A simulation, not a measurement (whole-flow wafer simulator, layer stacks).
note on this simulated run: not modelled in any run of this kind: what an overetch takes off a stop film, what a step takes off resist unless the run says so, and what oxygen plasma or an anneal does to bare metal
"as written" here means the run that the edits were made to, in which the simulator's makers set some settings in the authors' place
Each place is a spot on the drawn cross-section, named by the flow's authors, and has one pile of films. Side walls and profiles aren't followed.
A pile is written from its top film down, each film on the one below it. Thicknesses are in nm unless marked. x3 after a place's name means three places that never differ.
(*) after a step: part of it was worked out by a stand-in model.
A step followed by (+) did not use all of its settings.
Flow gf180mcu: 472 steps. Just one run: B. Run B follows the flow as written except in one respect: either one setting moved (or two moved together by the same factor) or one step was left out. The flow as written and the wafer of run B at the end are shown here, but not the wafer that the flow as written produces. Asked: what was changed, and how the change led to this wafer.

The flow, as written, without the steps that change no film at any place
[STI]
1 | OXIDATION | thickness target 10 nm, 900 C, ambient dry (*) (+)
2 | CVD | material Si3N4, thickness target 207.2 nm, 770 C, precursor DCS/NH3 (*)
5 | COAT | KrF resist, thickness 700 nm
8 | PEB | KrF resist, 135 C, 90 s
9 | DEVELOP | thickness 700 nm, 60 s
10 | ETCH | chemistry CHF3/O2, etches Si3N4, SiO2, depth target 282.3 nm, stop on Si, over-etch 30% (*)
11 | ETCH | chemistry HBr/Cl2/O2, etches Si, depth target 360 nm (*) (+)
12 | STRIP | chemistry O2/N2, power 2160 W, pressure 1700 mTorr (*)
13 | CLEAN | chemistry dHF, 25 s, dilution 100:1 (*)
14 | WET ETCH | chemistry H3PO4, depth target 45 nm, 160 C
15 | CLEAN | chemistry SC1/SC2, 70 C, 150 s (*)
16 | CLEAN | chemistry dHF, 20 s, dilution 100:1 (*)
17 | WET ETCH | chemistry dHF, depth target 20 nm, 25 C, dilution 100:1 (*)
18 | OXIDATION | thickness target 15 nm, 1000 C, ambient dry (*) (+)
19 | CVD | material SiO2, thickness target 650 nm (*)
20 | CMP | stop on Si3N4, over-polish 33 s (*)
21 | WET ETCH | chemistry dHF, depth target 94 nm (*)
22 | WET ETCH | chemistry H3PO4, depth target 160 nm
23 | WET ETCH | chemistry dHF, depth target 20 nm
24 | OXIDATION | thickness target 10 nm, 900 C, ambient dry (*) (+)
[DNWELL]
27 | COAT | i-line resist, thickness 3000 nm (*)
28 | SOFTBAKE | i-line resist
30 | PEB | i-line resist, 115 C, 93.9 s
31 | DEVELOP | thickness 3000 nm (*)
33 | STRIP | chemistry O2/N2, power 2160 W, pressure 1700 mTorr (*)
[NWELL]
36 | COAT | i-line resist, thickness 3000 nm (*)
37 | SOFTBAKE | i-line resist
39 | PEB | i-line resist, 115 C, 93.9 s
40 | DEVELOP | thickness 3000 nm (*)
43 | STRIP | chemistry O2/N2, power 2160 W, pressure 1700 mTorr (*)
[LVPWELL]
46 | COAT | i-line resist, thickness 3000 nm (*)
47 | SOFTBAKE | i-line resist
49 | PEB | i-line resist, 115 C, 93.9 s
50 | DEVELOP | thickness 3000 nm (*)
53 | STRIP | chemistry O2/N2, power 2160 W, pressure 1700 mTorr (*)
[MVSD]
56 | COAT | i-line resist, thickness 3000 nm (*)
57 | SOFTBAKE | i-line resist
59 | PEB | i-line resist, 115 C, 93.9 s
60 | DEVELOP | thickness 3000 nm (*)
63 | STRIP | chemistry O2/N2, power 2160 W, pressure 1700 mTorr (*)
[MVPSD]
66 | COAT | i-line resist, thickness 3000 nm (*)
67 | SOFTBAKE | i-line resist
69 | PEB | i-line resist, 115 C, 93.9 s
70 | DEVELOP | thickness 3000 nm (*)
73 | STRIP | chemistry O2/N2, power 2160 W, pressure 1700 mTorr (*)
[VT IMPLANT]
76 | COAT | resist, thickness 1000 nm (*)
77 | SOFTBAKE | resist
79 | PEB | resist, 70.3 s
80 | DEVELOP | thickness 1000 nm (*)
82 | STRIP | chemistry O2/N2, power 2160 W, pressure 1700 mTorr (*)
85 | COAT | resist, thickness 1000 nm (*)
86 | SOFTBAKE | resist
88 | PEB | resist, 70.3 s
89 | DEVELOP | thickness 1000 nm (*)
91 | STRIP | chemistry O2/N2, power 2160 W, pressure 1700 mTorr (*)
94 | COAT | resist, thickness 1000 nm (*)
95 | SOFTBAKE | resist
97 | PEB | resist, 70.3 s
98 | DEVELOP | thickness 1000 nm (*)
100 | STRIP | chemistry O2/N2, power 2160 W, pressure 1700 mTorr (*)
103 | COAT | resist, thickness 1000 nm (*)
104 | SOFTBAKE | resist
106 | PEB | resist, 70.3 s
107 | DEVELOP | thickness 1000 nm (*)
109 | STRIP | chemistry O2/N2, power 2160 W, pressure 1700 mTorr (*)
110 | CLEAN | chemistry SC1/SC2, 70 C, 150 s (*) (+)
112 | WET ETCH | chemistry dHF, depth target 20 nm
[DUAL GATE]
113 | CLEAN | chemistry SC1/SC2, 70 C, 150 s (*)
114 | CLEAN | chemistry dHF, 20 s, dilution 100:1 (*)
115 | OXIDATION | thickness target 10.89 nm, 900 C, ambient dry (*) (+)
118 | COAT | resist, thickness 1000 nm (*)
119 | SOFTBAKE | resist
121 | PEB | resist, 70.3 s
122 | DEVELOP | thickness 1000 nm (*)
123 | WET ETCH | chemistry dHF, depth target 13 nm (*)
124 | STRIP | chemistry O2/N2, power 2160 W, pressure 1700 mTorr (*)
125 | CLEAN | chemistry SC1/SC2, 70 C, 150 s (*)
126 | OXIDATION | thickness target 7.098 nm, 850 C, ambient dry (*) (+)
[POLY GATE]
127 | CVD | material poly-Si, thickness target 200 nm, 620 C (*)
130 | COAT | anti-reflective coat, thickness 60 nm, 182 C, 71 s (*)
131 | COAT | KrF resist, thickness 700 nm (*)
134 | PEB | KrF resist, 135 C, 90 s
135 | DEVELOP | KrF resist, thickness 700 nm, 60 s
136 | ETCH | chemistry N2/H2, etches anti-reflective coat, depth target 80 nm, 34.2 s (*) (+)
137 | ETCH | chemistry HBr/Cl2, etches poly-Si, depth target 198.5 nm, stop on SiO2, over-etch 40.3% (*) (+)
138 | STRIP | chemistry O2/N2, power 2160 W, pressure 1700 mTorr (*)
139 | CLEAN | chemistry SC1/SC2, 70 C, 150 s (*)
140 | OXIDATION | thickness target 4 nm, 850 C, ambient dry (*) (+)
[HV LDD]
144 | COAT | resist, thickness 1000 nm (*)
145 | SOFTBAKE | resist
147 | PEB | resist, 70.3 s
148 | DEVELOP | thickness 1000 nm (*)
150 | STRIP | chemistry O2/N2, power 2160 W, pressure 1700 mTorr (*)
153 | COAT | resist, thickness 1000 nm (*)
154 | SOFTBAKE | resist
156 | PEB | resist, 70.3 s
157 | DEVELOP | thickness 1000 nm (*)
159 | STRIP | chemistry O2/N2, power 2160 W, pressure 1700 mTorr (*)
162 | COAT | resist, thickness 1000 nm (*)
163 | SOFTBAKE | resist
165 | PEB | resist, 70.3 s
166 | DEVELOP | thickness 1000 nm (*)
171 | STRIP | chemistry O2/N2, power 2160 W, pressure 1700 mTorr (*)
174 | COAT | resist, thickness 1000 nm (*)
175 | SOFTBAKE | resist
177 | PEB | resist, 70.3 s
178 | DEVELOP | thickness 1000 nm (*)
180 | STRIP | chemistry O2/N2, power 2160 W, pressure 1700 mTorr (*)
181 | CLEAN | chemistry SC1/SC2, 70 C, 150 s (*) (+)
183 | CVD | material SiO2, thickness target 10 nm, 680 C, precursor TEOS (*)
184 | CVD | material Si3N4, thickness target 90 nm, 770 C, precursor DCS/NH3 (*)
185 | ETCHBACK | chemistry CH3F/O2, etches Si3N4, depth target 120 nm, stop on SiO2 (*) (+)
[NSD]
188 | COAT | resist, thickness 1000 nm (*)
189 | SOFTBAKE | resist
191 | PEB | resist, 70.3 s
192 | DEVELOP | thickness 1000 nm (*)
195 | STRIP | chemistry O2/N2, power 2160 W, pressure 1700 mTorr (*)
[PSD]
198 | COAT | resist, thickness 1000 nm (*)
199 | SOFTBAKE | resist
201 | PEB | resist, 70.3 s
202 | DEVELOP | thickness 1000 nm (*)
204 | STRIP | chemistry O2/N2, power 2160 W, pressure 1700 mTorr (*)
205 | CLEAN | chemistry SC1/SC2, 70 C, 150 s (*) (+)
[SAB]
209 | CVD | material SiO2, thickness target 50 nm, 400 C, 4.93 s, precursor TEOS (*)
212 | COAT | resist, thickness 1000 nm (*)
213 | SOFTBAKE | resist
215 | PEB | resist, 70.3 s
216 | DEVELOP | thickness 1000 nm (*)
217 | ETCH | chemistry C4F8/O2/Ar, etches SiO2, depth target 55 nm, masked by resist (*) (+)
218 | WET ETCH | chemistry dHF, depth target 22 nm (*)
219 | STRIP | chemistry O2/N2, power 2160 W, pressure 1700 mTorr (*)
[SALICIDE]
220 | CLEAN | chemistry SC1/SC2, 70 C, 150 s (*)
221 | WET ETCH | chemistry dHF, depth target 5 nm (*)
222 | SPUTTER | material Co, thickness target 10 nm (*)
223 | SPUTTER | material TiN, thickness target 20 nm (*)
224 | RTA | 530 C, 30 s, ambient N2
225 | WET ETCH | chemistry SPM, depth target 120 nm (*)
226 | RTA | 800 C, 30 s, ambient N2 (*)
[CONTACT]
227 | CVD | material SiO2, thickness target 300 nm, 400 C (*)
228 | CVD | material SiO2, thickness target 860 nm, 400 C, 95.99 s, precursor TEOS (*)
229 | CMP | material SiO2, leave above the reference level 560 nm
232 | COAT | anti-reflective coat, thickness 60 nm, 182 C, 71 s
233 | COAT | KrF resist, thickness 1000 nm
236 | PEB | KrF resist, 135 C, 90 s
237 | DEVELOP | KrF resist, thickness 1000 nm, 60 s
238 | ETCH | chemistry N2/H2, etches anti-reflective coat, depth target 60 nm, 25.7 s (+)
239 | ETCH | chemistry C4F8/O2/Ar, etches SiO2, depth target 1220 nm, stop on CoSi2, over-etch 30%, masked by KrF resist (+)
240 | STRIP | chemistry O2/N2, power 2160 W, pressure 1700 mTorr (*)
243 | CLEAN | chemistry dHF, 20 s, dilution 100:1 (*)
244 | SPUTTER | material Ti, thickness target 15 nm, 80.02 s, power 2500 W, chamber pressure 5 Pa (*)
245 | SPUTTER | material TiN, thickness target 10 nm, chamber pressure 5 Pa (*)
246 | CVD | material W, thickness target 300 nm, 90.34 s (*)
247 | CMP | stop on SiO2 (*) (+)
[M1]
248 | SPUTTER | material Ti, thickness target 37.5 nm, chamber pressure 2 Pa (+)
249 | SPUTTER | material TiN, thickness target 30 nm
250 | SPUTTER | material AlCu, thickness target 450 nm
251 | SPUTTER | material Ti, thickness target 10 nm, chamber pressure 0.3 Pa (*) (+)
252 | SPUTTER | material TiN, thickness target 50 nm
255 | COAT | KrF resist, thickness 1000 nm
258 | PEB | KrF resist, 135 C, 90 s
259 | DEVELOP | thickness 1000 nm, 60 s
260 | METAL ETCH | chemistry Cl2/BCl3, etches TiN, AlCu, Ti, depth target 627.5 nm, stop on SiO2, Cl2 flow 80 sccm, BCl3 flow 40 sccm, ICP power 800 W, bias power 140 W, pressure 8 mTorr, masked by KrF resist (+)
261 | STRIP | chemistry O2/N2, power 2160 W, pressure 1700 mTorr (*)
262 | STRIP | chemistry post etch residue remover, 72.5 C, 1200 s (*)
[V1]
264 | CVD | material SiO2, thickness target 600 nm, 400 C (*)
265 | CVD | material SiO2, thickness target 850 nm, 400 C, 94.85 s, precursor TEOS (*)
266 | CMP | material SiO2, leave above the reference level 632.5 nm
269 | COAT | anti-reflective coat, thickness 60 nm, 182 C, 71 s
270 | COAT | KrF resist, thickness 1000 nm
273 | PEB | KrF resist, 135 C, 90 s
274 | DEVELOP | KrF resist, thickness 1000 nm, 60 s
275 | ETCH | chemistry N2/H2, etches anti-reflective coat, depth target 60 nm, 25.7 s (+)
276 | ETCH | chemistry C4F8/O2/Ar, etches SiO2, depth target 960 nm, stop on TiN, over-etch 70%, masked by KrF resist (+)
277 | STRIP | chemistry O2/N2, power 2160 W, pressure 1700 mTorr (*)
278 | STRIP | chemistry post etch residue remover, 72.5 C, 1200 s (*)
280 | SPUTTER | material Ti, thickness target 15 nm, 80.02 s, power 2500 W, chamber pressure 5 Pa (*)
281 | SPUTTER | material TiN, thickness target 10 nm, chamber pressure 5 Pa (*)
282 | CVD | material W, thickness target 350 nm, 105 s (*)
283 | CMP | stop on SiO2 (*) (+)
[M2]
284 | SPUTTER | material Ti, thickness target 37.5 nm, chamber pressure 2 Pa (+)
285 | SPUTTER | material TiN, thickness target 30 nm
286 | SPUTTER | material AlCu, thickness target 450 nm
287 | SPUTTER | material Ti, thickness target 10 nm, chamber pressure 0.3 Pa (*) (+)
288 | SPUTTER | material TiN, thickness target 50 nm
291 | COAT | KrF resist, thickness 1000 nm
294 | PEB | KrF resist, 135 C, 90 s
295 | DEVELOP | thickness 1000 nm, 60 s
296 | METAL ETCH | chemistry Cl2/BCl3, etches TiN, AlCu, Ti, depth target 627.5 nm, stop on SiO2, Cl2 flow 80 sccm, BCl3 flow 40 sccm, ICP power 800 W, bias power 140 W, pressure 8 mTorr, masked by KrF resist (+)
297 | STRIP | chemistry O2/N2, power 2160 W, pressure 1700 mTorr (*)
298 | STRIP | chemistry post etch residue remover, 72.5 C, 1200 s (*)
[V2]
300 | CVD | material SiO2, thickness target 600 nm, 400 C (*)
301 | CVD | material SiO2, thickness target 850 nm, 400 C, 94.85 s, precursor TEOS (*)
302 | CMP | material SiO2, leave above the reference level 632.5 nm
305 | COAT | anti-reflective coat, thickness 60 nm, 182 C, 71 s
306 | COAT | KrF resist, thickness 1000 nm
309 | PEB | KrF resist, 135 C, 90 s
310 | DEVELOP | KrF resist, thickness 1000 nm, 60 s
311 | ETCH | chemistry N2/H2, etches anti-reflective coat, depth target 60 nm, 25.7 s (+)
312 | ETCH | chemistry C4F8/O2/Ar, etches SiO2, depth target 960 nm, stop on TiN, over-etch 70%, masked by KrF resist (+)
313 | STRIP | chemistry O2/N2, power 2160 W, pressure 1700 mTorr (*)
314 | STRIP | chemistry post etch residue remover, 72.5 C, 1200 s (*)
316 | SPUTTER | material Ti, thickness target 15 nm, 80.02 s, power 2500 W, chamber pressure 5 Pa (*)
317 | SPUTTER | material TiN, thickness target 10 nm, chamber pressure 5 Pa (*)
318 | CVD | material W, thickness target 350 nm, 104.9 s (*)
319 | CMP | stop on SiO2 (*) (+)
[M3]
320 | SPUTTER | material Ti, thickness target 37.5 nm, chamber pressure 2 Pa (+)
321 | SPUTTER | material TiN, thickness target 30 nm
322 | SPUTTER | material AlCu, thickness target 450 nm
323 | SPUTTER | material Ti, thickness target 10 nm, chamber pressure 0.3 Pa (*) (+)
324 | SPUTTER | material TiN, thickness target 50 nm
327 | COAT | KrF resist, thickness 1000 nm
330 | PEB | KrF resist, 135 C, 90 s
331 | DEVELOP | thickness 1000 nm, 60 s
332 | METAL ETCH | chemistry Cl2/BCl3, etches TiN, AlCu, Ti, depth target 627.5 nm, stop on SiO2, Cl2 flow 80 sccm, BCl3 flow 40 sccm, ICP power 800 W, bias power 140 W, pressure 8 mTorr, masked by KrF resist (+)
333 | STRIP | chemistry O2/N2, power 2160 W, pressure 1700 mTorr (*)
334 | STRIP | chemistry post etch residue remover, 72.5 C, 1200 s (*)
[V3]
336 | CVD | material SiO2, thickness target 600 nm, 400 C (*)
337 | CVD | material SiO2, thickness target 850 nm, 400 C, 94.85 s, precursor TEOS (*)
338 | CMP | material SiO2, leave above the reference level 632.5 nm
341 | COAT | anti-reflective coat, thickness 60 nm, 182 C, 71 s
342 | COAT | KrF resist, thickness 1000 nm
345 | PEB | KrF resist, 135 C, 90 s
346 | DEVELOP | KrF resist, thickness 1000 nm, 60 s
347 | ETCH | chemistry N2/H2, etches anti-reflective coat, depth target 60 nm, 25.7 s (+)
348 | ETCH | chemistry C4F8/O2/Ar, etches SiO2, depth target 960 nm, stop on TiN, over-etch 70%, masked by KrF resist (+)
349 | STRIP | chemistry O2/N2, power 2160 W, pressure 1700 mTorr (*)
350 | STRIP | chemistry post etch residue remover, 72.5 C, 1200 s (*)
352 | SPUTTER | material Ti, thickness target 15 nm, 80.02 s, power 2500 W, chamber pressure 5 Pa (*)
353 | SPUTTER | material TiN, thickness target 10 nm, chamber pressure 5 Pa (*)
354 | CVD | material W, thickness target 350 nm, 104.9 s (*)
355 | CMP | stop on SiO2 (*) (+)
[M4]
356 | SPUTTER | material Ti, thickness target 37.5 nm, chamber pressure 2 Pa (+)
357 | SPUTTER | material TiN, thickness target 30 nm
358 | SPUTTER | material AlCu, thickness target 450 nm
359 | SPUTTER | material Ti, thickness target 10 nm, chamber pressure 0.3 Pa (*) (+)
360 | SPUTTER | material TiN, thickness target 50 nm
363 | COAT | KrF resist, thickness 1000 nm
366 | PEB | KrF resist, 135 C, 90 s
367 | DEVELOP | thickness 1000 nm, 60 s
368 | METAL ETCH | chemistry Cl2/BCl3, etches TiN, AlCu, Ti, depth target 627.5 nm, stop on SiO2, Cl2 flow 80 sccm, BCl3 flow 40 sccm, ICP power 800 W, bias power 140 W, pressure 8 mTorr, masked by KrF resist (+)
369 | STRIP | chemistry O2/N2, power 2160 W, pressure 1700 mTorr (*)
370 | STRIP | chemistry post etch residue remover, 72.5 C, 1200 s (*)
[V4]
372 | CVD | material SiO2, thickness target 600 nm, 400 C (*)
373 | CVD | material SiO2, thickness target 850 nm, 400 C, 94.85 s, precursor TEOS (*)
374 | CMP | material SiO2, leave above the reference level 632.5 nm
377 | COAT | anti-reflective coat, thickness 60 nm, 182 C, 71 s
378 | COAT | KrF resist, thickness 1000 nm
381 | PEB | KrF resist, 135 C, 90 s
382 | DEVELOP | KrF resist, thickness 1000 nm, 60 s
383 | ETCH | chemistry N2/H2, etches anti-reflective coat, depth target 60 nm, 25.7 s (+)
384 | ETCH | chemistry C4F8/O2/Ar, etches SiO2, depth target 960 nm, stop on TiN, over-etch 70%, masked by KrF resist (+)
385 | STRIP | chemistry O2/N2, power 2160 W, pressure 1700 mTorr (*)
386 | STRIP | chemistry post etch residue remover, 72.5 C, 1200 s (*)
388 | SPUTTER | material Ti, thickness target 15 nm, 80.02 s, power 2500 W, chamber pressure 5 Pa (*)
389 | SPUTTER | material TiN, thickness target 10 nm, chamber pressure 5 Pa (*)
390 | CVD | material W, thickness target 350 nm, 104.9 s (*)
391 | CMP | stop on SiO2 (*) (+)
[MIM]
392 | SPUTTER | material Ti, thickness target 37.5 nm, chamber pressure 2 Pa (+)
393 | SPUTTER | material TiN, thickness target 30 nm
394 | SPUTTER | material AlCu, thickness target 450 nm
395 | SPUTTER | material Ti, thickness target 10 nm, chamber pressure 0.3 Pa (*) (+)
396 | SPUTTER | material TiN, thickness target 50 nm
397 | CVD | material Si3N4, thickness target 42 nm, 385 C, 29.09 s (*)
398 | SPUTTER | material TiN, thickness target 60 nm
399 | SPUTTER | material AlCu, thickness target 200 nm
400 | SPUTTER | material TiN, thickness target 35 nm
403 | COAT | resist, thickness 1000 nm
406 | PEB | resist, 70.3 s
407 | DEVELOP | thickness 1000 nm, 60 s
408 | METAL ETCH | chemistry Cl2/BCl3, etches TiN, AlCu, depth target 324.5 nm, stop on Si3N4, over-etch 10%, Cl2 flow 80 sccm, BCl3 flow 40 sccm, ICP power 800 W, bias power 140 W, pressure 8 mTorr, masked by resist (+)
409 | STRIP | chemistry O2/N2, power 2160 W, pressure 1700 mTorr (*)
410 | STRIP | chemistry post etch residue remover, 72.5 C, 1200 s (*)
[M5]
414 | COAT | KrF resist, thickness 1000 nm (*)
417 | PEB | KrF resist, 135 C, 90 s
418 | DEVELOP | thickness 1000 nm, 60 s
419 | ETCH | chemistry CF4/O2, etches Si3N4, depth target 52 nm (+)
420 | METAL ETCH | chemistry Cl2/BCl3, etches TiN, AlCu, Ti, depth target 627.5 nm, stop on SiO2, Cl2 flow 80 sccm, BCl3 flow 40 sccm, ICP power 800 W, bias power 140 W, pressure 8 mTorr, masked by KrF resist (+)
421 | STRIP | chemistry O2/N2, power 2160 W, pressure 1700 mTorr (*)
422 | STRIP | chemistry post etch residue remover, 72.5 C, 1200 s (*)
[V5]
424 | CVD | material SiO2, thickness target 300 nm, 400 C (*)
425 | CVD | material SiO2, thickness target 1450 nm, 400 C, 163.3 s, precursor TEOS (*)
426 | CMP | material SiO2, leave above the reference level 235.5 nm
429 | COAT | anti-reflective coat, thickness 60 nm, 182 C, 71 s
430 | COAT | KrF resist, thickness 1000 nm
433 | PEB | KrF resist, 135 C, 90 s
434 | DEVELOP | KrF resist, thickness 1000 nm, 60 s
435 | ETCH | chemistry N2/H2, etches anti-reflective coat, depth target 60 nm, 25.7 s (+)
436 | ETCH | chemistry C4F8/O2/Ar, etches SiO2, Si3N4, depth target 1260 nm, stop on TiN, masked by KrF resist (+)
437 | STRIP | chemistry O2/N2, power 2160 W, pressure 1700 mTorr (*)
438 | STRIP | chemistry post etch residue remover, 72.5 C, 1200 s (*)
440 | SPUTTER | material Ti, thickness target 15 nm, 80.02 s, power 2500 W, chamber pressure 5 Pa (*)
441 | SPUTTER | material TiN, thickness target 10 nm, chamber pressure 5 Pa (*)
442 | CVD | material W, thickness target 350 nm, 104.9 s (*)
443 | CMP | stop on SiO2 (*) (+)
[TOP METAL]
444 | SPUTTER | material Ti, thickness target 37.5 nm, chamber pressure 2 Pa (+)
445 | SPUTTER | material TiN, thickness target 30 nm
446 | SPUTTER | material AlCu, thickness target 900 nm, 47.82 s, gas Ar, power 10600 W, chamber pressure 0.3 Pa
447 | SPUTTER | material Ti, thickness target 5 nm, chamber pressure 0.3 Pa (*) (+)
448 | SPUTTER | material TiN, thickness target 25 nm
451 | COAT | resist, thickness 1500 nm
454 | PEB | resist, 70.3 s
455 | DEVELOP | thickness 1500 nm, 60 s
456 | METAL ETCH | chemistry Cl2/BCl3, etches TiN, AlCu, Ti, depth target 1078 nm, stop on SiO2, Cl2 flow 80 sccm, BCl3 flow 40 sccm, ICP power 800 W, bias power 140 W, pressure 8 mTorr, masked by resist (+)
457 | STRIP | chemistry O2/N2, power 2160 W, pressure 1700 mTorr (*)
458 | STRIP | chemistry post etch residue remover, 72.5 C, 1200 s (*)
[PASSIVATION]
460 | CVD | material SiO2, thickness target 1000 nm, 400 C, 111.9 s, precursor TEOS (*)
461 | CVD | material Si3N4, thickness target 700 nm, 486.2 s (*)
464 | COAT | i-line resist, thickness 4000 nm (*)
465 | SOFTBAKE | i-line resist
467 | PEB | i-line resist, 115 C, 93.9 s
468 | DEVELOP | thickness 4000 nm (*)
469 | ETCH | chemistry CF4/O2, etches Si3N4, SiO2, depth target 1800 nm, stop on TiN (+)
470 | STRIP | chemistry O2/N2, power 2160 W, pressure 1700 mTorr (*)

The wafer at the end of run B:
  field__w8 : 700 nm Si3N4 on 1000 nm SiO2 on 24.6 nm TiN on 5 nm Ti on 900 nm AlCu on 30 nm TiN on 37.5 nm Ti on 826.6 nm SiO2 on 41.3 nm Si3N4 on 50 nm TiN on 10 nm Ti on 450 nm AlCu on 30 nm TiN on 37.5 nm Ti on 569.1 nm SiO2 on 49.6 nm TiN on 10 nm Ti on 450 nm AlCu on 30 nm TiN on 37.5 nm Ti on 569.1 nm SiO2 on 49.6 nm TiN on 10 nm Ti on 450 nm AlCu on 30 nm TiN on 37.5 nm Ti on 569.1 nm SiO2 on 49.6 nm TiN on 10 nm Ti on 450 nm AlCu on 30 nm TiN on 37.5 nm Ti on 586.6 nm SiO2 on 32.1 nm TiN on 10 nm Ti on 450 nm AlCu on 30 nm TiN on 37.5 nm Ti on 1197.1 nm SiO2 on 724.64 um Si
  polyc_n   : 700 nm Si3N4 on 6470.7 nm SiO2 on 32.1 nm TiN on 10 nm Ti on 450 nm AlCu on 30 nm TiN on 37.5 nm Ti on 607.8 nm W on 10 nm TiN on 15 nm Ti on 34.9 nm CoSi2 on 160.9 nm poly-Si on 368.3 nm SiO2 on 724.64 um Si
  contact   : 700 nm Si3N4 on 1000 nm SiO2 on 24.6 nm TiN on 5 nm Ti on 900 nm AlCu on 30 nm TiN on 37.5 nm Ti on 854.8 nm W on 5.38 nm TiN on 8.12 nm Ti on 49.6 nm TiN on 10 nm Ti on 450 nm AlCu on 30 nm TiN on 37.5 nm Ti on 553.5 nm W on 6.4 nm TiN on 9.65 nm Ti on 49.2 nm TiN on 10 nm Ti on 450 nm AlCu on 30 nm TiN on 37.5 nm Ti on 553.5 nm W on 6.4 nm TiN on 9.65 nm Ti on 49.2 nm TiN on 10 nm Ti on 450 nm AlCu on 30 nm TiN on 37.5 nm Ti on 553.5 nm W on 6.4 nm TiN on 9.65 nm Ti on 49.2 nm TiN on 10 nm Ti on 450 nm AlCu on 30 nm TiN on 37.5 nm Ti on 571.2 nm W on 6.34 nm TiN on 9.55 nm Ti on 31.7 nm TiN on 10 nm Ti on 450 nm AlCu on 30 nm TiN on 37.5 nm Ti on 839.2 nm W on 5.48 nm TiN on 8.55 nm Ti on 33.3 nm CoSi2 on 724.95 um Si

What caused this: step 252, SPUTTER: thickness target 32.5 nm was run, though the flow has thickness target 50 nm.

The path from the change to this, step by step:
  252 | SPUTTER | material TiN, thickness target 50 nm
      field, field__w1, field__w2 and 108 more: +32.5 TiN (new film) (it would be, as written: +50 TiN (new film))
  260 | METAL ETCH | chemistry Cl2/BCl3, etches TiN, AlCu, Ti, depth target 627.5 nm, stop on SiO2, Cl2 flow 80 sccm, BCl3 flow 40 sccm, ICP power 800 W, bias power 140 W, pressure 8 mTorr, masked by KrF resist (+)
      field, field__w1, field__w2 and 99 more: -32.5 TiN (all of it), -10 Ti (all of it), -450 AlCu (all of it), -30 TiN (all of it), -37.5 Ti (all of it) (it would be, as written: -50 TiN (all of it), -10 Ti (all of it), -450 AlCu (all of it), -30 TiN (all of it), -37.5 Ti (all of it))
  276 | ETCH | chemistry C4F8/O2/Ar, etches SiO2, depth target 960 nm, stop on TiN, over-etch 70%, masked by KrF resist (+)
      contact: -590 SiO2 (all of it) (it would be, as written: -572.5 SiO2 (all of it))
